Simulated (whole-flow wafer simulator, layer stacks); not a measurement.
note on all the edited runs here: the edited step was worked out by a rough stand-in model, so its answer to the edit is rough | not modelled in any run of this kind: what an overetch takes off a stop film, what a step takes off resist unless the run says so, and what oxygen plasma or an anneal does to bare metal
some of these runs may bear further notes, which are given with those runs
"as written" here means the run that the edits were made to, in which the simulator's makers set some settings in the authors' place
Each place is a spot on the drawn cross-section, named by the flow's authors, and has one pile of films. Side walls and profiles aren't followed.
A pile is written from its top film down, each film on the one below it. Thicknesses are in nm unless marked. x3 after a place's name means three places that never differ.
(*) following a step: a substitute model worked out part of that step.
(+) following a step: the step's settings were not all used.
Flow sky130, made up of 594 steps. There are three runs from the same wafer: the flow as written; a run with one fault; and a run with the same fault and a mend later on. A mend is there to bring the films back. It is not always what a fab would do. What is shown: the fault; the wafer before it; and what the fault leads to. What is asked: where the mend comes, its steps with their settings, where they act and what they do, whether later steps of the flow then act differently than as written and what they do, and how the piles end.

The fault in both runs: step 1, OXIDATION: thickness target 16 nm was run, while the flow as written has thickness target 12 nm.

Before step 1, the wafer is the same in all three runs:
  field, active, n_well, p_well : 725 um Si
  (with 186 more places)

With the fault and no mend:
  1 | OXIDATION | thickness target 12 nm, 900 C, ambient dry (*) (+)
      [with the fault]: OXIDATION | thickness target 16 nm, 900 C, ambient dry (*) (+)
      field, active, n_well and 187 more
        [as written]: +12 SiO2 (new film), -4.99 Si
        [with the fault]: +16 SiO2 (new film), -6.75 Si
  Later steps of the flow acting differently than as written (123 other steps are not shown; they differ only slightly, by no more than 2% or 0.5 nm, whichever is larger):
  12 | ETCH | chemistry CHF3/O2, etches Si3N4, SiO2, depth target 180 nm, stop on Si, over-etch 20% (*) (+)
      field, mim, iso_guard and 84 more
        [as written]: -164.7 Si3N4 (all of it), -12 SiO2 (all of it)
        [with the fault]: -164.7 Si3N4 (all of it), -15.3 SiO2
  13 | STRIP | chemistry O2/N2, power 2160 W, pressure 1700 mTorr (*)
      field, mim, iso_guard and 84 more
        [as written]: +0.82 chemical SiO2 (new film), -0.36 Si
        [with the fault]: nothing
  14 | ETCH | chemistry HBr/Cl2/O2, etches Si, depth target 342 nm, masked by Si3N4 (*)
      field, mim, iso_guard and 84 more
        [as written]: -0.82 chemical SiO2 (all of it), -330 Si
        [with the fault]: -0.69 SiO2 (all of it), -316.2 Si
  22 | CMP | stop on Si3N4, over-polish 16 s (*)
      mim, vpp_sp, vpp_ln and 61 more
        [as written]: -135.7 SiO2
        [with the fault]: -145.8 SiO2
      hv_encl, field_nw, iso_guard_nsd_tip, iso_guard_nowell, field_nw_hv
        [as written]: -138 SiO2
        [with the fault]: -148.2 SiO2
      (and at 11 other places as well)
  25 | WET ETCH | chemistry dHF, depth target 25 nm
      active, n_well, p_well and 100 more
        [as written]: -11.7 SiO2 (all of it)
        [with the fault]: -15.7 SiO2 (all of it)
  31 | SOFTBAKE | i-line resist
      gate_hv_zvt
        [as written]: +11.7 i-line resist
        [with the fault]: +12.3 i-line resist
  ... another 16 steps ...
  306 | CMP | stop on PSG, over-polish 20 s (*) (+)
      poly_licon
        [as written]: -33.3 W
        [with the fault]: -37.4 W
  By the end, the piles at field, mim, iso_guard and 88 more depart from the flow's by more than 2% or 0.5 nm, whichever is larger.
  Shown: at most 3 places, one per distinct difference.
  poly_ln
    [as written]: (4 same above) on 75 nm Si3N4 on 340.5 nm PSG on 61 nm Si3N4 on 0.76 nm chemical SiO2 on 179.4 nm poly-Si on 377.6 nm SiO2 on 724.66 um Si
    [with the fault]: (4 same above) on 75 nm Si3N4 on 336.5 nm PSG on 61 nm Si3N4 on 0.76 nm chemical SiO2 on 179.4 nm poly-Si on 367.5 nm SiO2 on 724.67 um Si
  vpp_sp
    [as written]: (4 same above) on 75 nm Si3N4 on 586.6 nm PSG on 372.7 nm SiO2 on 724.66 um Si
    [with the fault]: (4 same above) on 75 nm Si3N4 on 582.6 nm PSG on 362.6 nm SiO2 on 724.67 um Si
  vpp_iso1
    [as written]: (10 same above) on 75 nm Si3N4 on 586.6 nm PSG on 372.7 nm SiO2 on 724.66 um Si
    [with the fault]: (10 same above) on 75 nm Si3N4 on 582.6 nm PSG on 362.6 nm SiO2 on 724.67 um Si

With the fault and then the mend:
  After step 1 comes the mend.
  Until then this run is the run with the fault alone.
  1a | WET ETCH | chemistry dHF, depth target 4 nm, dilution 100:1
      field, active, n_well and 187 more
        -4 SiO2
  Later steps of the flow that are run all act as written at every place that is followed.
  The piles end only slightly different from the flow's at the places that both follow, by no more than 2% or 0.5 nm, whichever is larger.
